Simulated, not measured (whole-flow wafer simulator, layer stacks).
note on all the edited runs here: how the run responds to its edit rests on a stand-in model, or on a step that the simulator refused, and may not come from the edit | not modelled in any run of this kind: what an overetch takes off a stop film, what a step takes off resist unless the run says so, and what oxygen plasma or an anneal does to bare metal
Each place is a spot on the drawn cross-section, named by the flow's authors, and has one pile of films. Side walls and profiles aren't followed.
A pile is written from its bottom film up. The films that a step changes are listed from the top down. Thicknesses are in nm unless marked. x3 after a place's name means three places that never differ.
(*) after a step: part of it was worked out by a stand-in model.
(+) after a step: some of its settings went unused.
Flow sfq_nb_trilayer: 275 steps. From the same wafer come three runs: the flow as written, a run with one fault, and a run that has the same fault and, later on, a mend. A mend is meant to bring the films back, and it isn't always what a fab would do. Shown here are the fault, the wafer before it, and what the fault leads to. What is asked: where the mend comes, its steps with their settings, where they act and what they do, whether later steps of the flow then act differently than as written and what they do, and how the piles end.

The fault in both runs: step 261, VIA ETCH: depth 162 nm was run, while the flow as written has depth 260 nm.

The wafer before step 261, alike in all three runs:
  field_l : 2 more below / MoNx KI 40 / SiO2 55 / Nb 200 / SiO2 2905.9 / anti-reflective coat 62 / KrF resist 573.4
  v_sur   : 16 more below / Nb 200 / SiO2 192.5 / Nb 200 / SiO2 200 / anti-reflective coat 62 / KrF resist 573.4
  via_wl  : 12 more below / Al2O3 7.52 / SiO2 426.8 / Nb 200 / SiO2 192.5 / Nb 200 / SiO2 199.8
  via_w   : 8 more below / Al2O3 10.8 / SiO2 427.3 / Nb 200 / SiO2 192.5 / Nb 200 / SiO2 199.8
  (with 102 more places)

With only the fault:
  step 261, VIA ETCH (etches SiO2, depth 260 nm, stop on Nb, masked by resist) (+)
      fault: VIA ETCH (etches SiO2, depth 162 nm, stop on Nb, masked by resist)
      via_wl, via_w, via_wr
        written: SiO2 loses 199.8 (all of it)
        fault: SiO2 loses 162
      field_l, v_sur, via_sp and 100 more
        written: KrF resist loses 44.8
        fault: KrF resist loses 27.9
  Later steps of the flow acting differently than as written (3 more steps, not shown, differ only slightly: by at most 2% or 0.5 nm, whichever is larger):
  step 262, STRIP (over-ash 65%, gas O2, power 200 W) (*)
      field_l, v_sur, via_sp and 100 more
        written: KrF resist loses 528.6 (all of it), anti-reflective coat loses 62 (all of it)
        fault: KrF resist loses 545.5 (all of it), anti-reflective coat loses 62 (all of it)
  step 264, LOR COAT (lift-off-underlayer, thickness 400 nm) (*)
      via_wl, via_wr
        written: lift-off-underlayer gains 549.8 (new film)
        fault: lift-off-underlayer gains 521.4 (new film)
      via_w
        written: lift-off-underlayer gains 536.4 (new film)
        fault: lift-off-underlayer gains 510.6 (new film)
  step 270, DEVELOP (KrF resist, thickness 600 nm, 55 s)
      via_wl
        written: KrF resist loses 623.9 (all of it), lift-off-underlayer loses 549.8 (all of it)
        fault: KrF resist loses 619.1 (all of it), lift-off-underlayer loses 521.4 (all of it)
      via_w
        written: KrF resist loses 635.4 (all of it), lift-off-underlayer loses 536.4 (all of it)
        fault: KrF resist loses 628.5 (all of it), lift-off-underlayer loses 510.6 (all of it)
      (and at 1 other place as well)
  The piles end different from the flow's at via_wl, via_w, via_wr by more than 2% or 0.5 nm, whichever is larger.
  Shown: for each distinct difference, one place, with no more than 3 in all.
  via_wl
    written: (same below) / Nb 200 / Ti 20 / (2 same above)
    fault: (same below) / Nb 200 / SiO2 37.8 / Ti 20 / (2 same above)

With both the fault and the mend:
  The mend stands after step 262.
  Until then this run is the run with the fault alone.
  step 262a, COAT (anti-reflective coat, thickness 62 nm) (*) (the flow's step 254 again)
      p4_fl x3, p4_w1 x9, p4_g1 x2 and 63 more
        anti-reflective coat gains 62 (new film)
      r_sur, res, r_end and 9 more
        anti-reflective coat gains 61.7 (new film)
      ce_l, c5j, ce_r, sp_r, be_r
        anti-reflective coat gains 61.6 (new film)
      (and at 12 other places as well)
  step 262b, COAT (KrF resist, thickness 650 nm) (*) (the flow's step 255 again)
      p4_fl x3, p4_w1 x9, p4_g1 x2 and 63 more
        KrF resist gains 650 (new film)
      moat, field_r, lsp_l, ln_m5, lsp_m, ln_m6, lsp_r, l0_sur
        KrF resist gains 649.4 (new film)
      r_sur, res, r_end, l0v
        KrF resist gains 649.3 (new film)
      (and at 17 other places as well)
  step 262c, SOFTBAKE (KrF resist) (the flow's step 256 again)
      does not change any film at any place that is followed
  step 262d, EXPOSE (photomask I7, dose 11.93 mJ/cm2, NA 0.6, wavelength 248 nm) (*) (the flow's step 257 again)
      does not change any film at any place that is followed
  step 262e, PEB (KrF resist, 90 s) (the flow's step 258 again)
      ce_l, c5j, ce_r and 91 more
        KrF resist loses 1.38
      v_sur, wire, be, be_sur, gap, jj_sur
        KrF resist loses 1.37
      field_l, via_sp, via_v
        KrF resist loses 1.36
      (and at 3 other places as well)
  step 262f, DEVELOP (KrF resist, thickness 650 nm, 60 s) (the flow's step 259 again)
      field_l, v_sur, via_sp and 100 more
        KrF resist loses 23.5
      via_wl
        KrF resist loses 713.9 (all of it)
      via_w
        KrF resist loses 758.7 (all of it)
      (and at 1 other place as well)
  step 262g, VIA ETCH (etches anti-reflective coat, depth 125 nm, masked by resist) (+) (the flow's step 260 again)
      field_l, v_sur, via_sp and 100 more
        KrF resist loses 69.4
      via_wl, via_wr
        anti-reflective coat loses 125
      via_w
        anti-reflective coat loses 79.5 (all of it), SiO2 loses 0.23
  step 262h, VIA ETCH (etches SiO2, depth 98 nm, stop on Nb, masked by resist) (*) (+) (the flow's step 261 again, with other settings)
      field_l, v_sur, via_sp and 100 more
        KrF resist loses 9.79
      via_wl, via_wr
        anti-reflective coat loses 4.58 (all of it), SiO2 loses 37.8 (all of it)
      via_w
        SiO2 loses 37.6 (all of it)
  step 262i, STRIP (over-ash 65%, gas O2, power 200 W) (*) (the flow's step 262 again)
      p4_fl x3, p4_w1 x9, p4_g1 x2 and 63 more
        KrF resist loses 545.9 (all of it), anti-reflective coat loses 62 (all of it)
      field_r, lsp_l, ln_m5, lsp_m, ln_m6, lsp_r, l0_sur
        KrF resist loses 545.3 (all of it), anti-reflective coat loses 61.7 (all of it)
      res, r_end, moat, l0v
        KrF resist loses 545.2 (all of it), anti-reflective coat loses 61.7 (all of it)
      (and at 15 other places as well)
  Later steps of the flow that are run all act as written at every place that is followed.
  At every place that both follow, the piles at the end match the flow's.
